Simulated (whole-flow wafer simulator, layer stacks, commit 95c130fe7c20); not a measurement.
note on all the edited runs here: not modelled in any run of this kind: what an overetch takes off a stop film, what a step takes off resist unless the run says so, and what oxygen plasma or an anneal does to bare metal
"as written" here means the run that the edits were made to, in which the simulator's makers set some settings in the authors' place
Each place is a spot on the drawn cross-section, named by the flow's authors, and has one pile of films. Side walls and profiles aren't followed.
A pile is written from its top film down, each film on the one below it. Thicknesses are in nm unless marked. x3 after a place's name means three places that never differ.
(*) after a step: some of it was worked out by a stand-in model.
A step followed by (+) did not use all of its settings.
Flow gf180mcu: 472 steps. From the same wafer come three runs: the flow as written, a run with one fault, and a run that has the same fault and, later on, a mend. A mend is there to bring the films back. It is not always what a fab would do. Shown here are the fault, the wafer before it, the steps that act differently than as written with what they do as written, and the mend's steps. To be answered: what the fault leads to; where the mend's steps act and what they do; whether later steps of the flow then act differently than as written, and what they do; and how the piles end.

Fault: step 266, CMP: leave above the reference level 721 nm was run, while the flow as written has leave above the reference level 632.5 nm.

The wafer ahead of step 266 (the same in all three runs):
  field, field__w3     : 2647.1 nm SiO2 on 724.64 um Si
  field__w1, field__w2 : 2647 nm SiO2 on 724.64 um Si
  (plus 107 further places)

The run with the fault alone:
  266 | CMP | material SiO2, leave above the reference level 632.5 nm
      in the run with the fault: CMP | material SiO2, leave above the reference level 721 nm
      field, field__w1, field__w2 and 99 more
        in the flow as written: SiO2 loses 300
        in the run with the fault: SiO2 loses 211.5
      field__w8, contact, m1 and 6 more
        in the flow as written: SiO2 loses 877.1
        in the run with the fault: SiO2 loses 788.6
  Steps further on in the flow that do not act as written (not shown: 2 more steps that differ only slightly, by at most 2% or 0.5 nm, whichever is larger):
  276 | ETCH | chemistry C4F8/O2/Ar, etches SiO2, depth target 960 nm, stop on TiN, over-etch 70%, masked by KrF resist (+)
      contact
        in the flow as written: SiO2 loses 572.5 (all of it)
        in the run with the fault: SiO2 loses 661 (all of it)
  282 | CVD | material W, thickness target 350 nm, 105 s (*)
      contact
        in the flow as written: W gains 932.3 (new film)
        in the run with the fault: W gains 1021.6 (new film)
  The piles end different from the flow's at field__w8, contact, m1, m1__w1, m1_nw by more than 2% or 0.5 nm, whichever is larger.
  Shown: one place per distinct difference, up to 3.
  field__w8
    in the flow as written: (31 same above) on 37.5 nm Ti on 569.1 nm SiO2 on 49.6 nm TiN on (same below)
    in the run with the fault: (31 same above) on 37.5 nm Ti on 657.6 nm SiO2 on 49.6 nm TiN on (same below)
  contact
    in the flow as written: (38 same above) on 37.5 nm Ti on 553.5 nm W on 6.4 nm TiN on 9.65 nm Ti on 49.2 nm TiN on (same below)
    in the run with the fault: (38 same above) on 37.5 nm Ti on 642.8 nm W on 6.08 nm TiN on 9.17 nm Ti on 49.2 nm TiN on (same below)

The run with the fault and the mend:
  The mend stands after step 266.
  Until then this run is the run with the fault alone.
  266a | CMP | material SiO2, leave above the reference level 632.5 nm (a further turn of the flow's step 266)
      field, field__w1, field__w2 and 108 more
        SiO2 loses 88.5
  Every later step of the flow that is run acts as written at every place that is followed.
  At every place that both follow, the piles at the end match the flow's.
